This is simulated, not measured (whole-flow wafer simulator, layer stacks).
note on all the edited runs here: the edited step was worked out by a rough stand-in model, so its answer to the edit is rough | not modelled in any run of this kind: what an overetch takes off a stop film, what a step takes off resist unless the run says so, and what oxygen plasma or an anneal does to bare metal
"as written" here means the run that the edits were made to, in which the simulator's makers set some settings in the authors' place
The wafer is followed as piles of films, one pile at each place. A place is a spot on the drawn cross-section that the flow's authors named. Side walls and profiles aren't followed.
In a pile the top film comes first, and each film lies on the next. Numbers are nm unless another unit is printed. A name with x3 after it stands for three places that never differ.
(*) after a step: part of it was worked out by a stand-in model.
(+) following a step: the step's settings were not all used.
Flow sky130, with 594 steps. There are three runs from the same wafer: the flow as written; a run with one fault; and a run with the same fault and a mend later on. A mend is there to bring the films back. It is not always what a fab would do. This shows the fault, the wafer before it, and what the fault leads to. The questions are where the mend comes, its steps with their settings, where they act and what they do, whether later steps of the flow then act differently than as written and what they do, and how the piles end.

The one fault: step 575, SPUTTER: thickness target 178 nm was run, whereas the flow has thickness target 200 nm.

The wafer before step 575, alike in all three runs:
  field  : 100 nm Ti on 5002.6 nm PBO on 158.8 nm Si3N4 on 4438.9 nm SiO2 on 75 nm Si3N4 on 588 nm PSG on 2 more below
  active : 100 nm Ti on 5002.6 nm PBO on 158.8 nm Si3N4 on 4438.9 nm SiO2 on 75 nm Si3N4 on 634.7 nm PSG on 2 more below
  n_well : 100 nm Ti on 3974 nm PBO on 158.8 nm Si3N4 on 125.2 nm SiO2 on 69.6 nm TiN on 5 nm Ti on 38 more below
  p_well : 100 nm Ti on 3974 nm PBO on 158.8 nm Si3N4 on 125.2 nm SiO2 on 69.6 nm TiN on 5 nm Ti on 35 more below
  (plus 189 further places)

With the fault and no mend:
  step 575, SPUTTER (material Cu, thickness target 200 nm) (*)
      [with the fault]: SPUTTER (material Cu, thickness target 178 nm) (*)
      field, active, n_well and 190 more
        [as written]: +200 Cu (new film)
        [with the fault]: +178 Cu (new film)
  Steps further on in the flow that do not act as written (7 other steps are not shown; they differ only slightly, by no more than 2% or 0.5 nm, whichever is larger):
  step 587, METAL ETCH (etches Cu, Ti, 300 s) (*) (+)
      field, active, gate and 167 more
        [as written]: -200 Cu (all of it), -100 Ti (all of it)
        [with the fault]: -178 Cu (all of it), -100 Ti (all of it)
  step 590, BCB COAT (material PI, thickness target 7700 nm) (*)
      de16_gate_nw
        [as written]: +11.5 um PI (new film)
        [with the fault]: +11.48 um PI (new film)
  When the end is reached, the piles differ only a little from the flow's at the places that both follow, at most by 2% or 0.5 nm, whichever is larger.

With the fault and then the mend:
  The mend stands after step 582.
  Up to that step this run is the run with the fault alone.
  step 582a, STRIP (chemistry NMP, 80 C, 900 s)
      wcut_nhv, wcut_phv, wcut_fox_pw and 23 more
        -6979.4 i-line resist (all of it)
      gate_len, gate_lvt_sd_len, gate_p_sd_len, gate_p_hvt_sd_len, gate_p_lvt_sd_len, gate_len_250
        -6982 i-line resist (all of it)
      mim_edge_plate_strap, mim_edge_plate, mim_edge_gap, mim_edge_gap_sheet, vpp_l1ln
        -6980.8 i-line resist (all of it)
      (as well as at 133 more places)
  step 582b, SPUTTER (material Cu, thickness target 22 nm) (*) (the flow's step 575, run once more with other settings)
      field, active, n_well and 190 more
        +22 Cu
  step 582c, HMDS (120 C, 60 s) (the flow's step 577, run once more)
      does not change any film at any place that is followed
  step 582d, COAT (i-line resist, thickness 7000 nm) (*) (the flow's step 578, run once more)
      dice_street, wcut_nhv, wcut_phv and 18 more
        +7000 i-line resist (new film)
      poly_ln, iso_pw_fox, gate_lvt_sd, active_lvt, spacer_lvt, sonos_sd, sonos_cell_x, sonos_guard_x
        +7003.2 i-line resist (new film)
      vpp_iso2, mim_edge_plate_strap, mim_edge_plate, mim_edge_gap, mim_edge_gap_sheet, gate_hv_nvt, de16_nw_sti
        +7001.4 i-line resist (new film)
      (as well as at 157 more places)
  step 582e, SOFTBAKE (i-line resist, 110 C, 180 s) (the flow's step 579, run once more)
      de16_gate_pw, de16_pw_fp, de16_pw_sti, de16_psrc_nw
        -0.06 i-line resist
      field, active_lvt
        +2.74 i-line resist
      iso_guard, zvt_fox
        +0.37 i-line resist
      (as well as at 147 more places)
  step 582f, EXPOSE (photomask CU1M) (the flow's step 580, run once more)
      does not change any film at any place that is followed
  step 582g, PEB (i-line resist, 90 C, 60 s) (the flow's step 581, run once more)
      field, active, n_well and 137 more
        -0.07 i-line resist
      pad
        -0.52 i-line resist
  step 582h, DEVELOP (thickness 7000 nm) (*) (the flow's step 582, run once more)
      field, active, gate and 167 more
        -20.6 i-line resist
      n_well, p_well, sd_n, sd_p
        -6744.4 i-line resist (all of it)
      dep_nw_sti, dep_ntap_nw, de16_nw_sti
        -7000.7 i-line resist (all of it)
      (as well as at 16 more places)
  None of the later steps of the flow differs from how it acts as written, at any place that is followed, by more than 2% or 0.5 nm, whichever is larger.
  At every place that both follow, the piles at the end match the flow's.
